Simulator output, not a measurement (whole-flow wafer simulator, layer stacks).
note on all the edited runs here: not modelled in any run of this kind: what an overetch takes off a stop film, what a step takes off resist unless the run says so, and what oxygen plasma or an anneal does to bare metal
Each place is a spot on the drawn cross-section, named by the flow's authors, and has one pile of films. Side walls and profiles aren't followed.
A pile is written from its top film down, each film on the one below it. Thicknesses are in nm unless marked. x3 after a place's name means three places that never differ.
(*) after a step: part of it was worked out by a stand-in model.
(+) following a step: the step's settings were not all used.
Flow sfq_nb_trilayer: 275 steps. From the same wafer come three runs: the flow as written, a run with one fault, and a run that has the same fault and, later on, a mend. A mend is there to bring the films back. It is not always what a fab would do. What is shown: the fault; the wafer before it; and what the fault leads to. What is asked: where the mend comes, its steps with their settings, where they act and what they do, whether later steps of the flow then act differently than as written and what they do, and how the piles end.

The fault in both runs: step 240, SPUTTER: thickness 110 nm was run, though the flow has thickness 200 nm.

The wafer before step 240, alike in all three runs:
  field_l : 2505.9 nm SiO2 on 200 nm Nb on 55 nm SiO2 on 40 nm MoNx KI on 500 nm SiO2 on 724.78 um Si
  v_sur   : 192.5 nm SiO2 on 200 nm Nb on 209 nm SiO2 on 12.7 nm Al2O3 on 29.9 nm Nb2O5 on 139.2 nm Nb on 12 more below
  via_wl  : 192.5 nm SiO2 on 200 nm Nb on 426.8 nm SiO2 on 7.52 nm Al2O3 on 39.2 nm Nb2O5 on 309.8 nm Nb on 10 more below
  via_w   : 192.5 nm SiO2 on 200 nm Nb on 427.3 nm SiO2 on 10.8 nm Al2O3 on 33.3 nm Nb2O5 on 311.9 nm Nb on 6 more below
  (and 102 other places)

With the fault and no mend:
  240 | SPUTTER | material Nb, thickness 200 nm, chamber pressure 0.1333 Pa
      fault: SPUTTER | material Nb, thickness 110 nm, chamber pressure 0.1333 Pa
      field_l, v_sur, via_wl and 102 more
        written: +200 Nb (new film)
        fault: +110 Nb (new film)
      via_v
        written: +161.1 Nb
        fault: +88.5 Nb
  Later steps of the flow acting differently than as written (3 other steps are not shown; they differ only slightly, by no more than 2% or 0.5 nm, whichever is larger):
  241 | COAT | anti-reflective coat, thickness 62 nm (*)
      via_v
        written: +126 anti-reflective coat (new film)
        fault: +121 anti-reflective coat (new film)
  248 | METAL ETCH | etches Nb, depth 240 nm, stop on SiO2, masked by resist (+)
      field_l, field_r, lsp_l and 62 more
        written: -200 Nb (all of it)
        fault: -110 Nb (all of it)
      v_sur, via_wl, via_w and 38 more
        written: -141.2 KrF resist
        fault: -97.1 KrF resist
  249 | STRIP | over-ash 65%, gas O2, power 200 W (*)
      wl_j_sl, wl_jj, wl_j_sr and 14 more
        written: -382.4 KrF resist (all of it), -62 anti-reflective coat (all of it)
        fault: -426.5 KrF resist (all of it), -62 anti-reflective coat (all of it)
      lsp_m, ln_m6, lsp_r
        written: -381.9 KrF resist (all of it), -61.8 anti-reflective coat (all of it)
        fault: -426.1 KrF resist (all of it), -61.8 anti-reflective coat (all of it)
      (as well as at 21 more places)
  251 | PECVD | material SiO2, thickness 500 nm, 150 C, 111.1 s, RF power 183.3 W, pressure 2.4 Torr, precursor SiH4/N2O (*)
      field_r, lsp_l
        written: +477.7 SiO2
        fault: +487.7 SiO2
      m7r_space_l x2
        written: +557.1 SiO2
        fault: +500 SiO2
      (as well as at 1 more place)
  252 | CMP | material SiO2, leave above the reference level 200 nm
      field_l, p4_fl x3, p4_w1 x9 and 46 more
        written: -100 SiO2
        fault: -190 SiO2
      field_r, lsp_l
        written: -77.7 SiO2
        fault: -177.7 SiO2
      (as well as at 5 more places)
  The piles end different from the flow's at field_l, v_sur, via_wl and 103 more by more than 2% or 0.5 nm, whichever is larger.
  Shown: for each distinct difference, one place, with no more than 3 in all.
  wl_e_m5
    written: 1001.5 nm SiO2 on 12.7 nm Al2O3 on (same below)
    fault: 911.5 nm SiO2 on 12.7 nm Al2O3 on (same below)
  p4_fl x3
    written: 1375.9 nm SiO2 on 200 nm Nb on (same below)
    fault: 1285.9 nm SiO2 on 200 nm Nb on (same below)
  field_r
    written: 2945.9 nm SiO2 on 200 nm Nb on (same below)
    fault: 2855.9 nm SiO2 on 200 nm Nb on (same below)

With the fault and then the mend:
  The mend follows step 240.
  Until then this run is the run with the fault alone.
  240a | SPUTTER | material Nb, thickness 90 nm, chamber pressure 0.1333 Pa (the flow's step 240, run once more with other settings)
      field_l, v_sur, via_wl and 102 more
        +90 Nb
      via_v
        +69.5 Nb
  Later steps of the flow that are run all act as written at every place that is followed, up to a difference of at most 2% or 0.5 nm, whichever is larger.
  When the end is reached, the piles differ only a little from the flow's at the places that both follow, at most by 2% or 0.5 nm, whichever is larger.
